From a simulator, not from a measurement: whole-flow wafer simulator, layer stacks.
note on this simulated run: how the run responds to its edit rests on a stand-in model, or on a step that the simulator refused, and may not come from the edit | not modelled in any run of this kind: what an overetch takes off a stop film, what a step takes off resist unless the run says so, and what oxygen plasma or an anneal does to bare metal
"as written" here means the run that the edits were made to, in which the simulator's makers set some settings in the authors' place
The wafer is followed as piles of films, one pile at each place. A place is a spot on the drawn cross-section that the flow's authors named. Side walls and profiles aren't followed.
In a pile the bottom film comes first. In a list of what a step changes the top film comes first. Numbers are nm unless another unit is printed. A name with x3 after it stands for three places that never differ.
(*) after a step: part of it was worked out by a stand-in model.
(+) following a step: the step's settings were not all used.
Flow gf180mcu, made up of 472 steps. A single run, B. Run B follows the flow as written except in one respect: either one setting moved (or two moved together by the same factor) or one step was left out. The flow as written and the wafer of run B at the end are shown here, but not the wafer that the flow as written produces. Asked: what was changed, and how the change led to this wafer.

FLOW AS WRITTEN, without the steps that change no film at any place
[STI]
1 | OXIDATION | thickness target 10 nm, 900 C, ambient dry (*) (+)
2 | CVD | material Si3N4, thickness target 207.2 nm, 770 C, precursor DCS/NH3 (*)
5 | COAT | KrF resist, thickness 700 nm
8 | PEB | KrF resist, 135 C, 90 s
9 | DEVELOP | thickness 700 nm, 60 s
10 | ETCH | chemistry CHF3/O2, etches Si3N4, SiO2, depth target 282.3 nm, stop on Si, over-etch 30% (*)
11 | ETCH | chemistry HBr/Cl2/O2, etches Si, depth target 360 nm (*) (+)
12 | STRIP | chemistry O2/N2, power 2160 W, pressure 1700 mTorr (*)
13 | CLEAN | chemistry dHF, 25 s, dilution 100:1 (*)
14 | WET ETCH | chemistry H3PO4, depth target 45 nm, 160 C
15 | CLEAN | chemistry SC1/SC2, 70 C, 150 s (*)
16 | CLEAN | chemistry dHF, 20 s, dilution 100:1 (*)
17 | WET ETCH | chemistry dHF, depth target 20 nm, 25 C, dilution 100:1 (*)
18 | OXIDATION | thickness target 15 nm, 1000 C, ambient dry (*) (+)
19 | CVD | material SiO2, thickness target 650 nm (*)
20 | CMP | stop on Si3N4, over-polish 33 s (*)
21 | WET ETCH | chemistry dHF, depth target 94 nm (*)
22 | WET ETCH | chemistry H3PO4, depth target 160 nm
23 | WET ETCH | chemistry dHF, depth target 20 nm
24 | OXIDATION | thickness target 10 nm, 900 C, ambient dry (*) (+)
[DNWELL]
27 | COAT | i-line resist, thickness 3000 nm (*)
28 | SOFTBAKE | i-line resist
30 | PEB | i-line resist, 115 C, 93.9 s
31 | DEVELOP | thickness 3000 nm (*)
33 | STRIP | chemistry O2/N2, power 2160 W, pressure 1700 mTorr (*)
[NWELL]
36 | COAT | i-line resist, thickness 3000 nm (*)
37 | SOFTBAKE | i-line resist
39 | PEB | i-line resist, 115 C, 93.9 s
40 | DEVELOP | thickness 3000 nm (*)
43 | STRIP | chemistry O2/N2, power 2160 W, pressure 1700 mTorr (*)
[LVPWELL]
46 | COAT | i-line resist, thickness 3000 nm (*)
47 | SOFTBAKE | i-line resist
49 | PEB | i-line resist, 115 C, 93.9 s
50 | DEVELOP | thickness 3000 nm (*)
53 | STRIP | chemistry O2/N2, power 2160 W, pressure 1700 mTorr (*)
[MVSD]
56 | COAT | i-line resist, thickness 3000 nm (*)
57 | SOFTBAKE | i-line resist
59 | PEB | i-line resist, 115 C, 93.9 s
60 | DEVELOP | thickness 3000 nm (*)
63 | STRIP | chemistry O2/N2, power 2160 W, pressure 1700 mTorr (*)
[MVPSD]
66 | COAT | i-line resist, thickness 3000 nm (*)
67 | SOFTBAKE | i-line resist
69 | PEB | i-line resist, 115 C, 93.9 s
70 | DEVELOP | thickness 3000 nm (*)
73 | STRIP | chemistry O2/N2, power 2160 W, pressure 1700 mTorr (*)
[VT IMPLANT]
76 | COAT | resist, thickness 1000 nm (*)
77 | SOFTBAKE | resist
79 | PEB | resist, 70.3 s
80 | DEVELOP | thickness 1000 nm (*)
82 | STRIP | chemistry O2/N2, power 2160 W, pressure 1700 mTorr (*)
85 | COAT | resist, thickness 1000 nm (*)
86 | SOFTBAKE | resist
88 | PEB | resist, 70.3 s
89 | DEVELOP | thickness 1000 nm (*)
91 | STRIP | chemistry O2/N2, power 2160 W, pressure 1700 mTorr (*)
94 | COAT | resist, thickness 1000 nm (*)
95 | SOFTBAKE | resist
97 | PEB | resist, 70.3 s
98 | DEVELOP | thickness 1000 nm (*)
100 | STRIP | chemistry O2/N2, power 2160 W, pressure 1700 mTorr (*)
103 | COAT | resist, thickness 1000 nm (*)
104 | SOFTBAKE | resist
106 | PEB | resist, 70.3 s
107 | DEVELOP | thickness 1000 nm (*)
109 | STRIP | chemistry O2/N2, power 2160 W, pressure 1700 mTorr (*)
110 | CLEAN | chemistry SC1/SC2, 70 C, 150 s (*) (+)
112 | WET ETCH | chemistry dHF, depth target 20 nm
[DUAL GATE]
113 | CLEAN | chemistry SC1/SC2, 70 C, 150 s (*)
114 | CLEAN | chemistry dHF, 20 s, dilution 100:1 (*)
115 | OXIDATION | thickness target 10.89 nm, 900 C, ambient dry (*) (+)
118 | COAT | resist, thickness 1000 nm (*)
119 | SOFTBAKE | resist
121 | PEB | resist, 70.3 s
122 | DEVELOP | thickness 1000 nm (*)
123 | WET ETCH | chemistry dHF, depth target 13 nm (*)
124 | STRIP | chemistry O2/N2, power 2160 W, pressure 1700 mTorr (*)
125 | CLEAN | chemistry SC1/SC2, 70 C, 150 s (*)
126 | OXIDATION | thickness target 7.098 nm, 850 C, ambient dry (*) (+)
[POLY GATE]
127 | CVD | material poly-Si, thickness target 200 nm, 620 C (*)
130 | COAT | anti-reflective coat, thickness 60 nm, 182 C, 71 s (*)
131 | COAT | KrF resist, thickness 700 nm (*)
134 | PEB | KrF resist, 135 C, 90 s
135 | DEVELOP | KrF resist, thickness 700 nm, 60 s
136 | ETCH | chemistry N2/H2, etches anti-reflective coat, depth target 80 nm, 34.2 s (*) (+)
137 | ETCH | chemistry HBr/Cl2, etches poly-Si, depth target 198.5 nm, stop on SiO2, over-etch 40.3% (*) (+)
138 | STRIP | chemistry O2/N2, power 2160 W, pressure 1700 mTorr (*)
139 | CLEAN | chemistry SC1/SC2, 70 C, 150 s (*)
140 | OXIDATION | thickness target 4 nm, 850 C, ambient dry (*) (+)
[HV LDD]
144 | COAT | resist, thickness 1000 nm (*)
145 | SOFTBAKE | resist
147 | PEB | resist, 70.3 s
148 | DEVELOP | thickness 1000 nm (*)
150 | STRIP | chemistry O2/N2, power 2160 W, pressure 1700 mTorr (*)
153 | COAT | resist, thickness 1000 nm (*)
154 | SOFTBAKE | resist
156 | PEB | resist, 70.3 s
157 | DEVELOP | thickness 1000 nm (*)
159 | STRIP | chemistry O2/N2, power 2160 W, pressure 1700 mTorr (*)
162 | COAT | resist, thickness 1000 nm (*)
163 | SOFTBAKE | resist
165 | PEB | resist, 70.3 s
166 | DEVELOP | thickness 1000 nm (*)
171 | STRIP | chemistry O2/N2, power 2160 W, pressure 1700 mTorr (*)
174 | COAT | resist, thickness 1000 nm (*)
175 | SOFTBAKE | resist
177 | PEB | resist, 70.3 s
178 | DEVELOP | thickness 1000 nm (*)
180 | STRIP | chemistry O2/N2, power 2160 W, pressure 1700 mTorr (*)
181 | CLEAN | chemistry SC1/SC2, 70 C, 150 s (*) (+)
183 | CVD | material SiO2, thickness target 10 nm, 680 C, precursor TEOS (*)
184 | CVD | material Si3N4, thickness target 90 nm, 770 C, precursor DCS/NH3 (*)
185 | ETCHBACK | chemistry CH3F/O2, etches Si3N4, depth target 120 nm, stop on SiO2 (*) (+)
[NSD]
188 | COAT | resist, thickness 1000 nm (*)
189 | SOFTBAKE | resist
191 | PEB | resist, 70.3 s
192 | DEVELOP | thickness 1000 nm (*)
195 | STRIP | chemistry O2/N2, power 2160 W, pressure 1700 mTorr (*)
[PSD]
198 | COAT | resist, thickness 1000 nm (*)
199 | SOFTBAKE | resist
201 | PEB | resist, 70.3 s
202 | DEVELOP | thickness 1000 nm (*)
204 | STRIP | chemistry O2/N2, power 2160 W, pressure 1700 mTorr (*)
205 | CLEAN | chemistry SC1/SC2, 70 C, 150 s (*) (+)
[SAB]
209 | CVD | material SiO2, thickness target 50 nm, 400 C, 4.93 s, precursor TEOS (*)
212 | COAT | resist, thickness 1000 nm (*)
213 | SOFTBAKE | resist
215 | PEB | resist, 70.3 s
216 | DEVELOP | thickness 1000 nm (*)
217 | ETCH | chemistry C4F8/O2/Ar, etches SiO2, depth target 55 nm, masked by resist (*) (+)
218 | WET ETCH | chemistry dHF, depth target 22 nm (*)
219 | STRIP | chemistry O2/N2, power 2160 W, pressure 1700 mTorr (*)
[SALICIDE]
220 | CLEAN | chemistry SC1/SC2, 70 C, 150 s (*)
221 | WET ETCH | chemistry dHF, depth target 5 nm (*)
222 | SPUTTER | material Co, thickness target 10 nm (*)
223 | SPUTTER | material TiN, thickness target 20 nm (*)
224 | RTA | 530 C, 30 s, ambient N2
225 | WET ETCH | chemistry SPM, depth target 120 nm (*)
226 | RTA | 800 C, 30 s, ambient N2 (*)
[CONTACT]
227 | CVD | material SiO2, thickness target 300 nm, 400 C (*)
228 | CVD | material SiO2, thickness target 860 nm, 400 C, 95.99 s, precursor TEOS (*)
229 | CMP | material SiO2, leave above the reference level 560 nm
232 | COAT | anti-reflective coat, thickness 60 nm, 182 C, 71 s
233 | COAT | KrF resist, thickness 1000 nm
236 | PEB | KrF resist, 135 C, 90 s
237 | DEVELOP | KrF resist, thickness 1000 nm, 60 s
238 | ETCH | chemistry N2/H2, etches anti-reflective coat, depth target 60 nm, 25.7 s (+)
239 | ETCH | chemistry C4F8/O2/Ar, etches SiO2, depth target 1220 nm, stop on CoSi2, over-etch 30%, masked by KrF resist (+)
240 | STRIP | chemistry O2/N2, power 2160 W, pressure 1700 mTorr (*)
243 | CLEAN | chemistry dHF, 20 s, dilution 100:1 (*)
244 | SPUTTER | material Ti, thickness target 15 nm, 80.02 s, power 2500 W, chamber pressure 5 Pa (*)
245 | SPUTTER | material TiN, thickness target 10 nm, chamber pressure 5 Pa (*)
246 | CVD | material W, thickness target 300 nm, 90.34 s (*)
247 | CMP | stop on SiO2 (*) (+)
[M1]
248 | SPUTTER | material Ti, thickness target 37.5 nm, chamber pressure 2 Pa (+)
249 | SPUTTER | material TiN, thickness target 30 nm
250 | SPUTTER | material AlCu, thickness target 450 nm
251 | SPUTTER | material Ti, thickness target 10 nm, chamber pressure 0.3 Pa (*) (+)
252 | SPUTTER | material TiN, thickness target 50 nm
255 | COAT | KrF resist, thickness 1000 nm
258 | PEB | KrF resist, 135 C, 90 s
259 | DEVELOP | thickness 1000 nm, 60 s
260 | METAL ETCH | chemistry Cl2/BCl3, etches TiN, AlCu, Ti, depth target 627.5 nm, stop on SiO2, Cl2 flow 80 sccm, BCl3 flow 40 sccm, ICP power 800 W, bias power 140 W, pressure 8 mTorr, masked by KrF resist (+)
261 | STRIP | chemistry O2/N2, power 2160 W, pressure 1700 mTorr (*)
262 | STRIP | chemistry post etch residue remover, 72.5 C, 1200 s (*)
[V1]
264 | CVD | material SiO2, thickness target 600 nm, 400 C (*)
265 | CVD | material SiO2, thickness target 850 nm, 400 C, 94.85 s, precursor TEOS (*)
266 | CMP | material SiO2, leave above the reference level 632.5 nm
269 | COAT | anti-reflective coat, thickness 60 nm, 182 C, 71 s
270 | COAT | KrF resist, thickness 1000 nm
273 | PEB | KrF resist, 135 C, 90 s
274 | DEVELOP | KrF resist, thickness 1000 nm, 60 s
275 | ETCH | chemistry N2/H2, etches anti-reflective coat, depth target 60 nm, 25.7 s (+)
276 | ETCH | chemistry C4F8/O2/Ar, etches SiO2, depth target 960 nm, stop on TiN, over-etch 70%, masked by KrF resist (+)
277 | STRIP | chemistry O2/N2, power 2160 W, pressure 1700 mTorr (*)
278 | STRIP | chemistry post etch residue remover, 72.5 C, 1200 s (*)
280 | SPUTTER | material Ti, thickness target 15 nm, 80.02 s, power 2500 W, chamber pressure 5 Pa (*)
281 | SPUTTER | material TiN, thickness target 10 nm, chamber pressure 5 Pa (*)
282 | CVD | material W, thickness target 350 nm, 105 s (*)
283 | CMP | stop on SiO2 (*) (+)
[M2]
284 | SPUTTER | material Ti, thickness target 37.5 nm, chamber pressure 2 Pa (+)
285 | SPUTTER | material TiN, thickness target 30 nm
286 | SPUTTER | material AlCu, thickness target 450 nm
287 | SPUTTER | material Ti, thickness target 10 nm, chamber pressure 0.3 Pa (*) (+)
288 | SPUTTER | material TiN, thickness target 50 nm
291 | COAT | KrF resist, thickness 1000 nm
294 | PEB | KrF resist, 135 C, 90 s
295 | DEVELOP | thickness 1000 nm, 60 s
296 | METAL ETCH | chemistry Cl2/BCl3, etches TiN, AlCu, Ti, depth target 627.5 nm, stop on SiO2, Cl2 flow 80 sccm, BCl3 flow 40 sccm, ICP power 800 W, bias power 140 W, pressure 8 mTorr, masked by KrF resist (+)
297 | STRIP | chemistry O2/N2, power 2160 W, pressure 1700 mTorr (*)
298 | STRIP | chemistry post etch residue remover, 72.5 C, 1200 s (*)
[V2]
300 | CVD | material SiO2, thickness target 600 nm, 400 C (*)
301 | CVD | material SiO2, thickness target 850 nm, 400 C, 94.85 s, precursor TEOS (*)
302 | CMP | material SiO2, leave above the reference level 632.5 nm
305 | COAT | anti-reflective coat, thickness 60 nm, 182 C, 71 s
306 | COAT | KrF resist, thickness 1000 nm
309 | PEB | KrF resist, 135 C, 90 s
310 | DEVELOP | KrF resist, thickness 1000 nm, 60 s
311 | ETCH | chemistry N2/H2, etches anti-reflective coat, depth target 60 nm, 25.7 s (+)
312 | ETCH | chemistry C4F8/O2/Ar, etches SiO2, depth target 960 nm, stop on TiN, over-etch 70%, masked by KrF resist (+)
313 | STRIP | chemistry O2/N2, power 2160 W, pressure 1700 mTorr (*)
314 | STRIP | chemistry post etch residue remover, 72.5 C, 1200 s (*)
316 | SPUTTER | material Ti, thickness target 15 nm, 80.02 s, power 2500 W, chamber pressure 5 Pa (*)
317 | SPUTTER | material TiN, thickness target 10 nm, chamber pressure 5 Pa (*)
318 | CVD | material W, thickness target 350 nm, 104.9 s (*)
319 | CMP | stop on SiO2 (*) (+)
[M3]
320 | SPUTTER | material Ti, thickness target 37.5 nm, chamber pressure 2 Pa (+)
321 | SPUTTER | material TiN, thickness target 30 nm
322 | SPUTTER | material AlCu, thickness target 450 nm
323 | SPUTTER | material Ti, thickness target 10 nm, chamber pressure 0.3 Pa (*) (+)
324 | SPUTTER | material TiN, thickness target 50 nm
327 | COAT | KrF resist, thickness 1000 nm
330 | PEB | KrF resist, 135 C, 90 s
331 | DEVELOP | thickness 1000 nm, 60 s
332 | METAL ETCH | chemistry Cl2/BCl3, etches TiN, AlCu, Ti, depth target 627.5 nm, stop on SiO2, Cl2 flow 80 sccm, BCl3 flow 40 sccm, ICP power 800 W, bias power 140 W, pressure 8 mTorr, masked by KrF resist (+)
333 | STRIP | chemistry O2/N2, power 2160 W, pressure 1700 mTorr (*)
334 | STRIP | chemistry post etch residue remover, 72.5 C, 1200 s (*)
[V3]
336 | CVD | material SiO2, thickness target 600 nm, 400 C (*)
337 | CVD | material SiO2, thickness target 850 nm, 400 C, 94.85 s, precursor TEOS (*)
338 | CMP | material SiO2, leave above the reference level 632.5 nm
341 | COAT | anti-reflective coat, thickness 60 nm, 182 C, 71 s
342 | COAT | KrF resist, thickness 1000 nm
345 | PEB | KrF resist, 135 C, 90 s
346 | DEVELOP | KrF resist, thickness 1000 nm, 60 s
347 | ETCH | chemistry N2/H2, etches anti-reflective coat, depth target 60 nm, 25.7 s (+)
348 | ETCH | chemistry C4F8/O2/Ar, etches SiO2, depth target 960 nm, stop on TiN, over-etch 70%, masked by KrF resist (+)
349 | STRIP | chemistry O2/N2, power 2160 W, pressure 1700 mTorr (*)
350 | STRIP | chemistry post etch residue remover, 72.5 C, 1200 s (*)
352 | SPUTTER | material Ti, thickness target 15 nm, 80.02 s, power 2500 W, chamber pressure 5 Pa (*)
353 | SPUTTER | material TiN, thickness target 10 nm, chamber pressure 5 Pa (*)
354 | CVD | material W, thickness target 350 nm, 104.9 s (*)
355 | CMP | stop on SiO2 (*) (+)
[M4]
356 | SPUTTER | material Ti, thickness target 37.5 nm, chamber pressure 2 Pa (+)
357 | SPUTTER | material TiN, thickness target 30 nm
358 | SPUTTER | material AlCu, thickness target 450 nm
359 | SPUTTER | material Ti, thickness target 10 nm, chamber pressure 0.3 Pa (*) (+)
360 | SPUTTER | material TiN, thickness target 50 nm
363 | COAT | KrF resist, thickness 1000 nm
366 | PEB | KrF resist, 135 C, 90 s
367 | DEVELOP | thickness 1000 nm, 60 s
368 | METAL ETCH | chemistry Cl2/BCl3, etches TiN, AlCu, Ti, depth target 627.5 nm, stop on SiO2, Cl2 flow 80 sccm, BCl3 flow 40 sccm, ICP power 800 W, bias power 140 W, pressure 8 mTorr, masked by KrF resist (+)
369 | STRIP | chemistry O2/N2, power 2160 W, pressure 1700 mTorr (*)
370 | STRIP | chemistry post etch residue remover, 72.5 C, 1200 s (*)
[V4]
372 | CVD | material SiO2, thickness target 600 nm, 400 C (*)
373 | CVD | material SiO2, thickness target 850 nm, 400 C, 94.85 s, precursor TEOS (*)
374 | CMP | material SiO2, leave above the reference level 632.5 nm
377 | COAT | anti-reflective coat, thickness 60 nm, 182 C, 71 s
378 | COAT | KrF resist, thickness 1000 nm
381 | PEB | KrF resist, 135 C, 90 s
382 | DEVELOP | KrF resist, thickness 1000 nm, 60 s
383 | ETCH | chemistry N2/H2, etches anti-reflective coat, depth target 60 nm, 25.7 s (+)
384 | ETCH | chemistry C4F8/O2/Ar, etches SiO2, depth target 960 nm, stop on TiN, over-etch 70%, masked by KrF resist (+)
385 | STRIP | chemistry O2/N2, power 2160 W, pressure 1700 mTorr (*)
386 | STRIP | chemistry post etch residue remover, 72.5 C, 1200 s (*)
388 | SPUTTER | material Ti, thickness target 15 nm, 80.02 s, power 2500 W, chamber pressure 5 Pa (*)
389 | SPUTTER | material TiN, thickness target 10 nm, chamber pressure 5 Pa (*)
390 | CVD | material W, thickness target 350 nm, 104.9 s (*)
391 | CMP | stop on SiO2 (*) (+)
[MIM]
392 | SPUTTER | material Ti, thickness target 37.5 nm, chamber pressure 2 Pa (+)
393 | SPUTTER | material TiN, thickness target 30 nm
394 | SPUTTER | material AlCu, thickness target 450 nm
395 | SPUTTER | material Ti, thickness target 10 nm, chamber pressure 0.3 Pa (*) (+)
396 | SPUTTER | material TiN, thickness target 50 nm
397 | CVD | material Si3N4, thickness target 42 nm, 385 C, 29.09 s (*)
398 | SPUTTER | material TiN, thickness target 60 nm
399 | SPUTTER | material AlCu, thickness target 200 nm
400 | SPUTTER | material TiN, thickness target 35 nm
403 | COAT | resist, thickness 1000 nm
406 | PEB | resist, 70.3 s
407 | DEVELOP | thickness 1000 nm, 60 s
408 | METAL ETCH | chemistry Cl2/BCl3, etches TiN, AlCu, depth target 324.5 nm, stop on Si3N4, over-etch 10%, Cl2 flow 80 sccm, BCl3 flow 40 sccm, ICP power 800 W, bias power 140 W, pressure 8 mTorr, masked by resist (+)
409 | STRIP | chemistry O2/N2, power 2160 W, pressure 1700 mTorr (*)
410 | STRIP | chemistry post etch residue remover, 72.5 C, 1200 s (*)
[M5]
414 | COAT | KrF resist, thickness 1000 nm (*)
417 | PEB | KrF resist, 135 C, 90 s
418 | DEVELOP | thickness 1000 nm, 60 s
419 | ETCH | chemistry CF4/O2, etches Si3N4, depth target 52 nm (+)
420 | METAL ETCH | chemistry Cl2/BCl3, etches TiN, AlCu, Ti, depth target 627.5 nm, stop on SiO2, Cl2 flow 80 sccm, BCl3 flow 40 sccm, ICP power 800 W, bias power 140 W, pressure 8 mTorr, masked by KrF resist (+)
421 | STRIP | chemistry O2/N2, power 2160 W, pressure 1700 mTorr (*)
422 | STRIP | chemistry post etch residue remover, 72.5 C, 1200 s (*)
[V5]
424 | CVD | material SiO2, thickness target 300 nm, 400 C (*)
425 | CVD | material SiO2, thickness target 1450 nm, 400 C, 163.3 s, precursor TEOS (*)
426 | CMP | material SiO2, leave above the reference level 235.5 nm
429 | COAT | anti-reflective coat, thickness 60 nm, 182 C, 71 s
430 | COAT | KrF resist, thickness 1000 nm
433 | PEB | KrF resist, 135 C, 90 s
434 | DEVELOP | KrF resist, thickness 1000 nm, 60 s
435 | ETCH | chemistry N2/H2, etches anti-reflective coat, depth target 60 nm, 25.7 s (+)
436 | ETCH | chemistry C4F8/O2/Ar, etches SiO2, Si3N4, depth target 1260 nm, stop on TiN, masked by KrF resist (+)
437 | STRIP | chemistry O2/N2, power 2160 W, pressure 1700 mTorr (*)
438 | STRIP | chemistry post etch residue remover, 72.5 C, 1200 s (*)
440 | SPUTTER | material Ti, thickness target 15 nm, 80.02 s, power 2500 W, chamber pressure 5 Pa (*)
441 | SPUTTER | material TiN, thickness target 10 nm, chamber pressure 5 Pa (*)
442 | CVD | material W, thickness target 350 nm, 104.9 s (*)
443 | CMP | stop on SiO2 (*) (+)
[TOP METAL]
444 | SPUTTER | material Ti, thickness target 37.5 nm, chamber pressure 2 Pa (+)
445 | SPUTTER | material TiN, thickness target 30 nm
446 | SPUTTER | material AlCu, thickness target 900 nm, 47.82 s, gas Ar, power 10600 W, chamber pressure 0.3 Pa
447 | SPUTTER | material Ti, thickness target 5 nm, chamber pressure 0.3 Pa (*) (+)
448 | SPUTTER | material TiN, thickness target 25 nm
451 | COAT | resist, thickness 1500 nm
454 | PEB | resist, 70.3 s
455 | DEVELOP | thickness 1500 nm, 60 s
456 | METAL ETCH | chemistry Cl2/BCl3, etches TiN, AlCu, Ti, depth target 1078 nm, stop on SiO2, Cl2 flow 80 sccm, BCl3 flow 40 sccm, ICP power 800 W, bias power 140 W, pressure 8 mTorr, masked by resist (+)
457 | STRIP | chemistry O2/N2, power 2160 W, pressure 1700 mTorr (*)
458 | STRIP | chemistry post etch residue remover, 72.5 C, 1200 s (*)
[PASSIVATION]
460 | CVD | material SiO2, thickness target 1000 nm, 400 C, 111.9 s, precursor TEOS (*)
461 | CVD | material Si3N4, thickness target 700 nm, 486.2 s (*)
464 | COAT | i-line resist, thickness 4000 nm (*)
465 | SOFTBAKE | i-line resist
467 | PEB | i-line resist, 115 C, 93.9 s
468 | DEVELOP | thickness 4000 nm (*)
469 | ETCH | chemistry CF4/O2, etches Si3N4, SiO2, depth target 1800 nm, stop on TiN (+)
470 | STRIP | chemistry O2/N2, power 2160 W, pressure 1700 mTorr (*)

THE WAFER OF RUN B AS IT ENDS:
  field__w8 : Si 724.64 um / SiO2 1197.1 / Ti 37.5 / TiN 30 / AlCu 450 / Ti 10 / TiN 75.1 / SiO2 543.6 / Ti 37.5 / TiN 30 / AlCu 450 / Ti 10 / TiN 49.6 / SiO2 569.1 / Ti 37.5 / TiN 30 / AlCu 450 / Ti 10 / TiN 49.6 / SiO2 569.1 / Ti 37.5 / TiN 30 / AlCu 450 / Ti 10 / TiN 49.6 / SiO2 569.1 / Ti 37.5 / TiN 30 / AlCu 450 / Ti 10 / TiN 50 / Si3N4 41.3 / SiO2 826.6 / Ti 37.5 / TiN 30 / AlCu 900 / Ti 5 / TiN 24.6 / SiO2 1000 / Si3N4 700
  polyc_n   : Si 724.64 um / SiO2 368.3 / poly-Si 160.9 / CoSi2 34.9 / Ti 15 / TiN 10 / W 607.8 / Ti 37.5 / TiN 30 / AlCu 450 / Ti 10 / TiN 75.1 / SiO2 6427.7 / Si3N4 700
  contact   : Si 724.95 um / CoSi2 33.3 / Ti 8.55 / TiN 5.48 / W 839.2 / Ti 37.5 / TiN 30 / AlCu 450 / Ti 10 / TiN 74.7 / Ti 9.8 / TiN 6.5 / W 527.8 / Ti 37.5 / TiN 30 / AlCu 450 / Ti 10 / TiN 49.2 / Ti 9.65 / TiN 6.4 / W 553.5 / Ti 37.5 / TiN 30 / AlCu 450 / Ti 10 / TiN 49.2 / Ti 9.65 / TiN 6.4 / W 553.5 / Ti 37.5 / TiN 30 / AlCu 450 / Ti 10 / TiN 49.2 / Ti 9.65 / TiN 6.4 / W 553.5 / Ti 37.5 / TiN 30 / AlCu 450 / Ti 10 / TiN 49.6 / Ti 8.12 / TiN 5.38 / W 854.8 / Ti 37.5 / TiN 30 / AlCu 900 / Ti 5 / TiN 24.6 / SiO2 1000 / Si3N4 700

What caused this: step 252, SPUTTER: thickness target 75.5 nm was run, though the flow has thickness target 50 nm.

The path from the change to this, step by step:
  252 | SPUTTER | material TiN, thickness target 50 nm
      field, field__w1, field__w2 and 108 more: TiN gains 75.5 (new film) (it would be, as written: TiN gains 50 (new film))
  260 | METAL ETCH | chemistry Cl2/BCl3, etches TiN, AlCu, Ti, depth target 627.5 nm, stop on SiO2, Cl2 flow 80 sccm, BCl3 flow 40 sccm, ICP power 800 W, bias power 140 W, pressure 8 mTorr, masked by KrF resist (+)
      field, field__w1, field__w2 and 99 more: TiN loses 75.5 (all of it), Ti loses 10 (all of it), AlCu loses 450 (all of it), TiN loses 30 (all of it), Ti loses 37.5 (all of it) (it would be, as written: TiN loses 50 (all of it), Ti loses 10 (all of it), AlCu loses 450 (all of it), TiN loses 30 (all of it), Ti loses 37.5 (all of it))
  266 | CMP | material SiO2, leave above the reference level 632.5 nm
      field__w8, contact, m1 and 6 more: SiO2 loses 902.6 (it would be, as written: SiO2 loses 877.1)
  276 | ETCH | chemistry C4F8/O2/Ar, etches SiO2, depth target 960 nm, stop on TiN, over-etch 70%, masked by KrF resist (+)
      field, field__w1, field__w2 and 107 more: KrF resist loses 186 (it would be, as written: KrF resist loses 192)
      contact: SiO2 loses 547 (all of it) (it would be, as written: SiO2 loses 572.5 (all of it))
  282 | CVD | material W, thickness target 350 nm, 105 s (*)
      contact: W gains 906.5 (new film) (it would be, as written: W gains 932.3 (new film))
